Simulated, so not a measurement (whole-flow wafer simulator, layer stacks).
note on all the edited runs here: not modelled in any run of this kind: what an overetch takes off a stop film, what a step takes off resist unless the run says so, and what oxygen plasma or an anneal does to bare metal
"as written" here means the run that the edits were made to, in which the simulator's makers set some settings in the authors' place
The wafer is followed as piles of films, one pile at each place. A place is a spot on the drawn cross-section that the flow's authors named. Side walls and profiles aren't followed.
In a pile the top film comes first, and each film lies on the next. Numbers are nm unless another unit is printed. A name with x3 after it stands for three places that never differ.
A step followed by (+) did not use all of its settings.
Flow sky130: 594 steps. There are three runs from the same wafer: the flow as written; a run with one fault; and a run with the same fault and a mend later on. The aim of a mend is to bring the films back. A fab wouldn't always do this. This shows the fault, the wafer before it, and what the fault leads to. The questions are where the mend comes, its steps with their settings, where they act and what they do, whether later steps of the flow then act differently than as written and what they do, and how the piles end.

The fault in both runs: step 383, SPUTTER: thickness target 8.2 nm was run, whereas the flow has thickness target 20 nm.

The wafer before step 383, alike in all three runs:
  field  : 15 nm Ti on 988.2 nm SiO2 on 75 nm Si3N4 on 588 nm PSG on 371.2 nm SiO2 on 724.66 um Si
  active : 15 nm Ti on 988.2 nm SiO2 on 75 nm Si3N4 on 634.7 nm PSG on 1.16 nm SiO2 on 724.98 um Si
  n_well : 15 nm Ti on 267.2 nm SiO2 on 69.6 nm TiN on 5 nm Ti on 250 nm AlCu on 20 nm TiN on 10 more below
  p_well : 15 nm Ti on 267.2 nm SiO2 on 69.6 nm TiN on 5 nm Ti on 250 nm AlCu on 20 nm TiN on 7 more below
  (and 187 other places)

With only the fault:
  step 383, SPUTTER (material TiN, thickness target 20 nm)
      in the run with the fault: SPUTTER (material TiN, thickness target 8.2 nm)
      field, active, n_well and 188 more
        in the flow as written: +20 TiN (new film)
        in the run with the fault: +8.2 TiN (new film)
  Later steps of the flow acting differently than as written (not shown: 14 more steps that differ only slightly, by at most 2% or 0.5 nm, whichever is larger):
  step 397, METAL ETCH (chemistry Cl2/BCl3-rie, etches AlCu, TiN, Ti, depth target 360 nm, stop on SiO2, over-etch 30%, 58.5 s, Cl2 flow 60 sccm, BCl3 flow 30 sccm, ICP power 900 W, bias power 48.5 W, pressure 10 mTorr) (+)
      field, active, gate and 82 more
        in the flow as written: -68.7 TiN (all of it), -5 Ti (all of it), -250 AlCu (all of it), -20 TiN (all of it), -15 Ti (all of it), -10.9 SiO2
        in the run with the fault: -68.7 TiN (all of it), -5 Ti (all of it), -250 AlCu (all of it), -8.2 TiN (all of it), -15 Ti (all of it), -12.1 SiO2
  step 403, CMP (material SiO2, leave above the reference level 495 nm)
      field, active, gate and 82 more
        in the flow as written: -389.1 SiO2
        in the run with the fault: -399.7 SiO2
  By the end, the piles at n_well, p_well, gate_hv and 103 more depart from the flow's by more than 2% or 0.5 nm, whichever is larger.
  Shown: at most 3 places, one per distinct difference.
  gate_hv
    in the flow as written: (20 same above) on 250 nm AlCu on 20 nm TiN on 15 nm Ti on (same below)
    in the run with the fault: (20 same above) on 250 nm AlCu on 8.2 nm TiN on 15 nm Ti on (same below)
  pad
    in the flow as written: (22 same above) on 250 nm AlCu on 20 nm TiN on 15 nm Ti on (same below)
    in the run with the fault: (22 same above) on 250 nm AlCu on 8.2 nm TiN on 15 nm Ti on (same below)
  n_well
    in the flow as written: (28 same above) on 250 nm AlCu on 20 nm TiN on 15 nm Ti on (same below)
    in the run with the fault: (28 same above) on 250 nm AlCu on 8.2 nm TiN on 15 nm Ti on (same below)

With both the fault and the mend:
  The mend follows step 383.
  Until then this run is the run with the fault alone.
  step 383a, SPUTTER (material TiN, thickness target 11.8 nm) (the flow's step 383, run once more with other settings)
      field, active, n_well and 188 more
        +11.8 TiN
  Later steps of the flow that are run all act as written at every place that is followed.
  At every place that both follow, the piles at the end match the flow's.
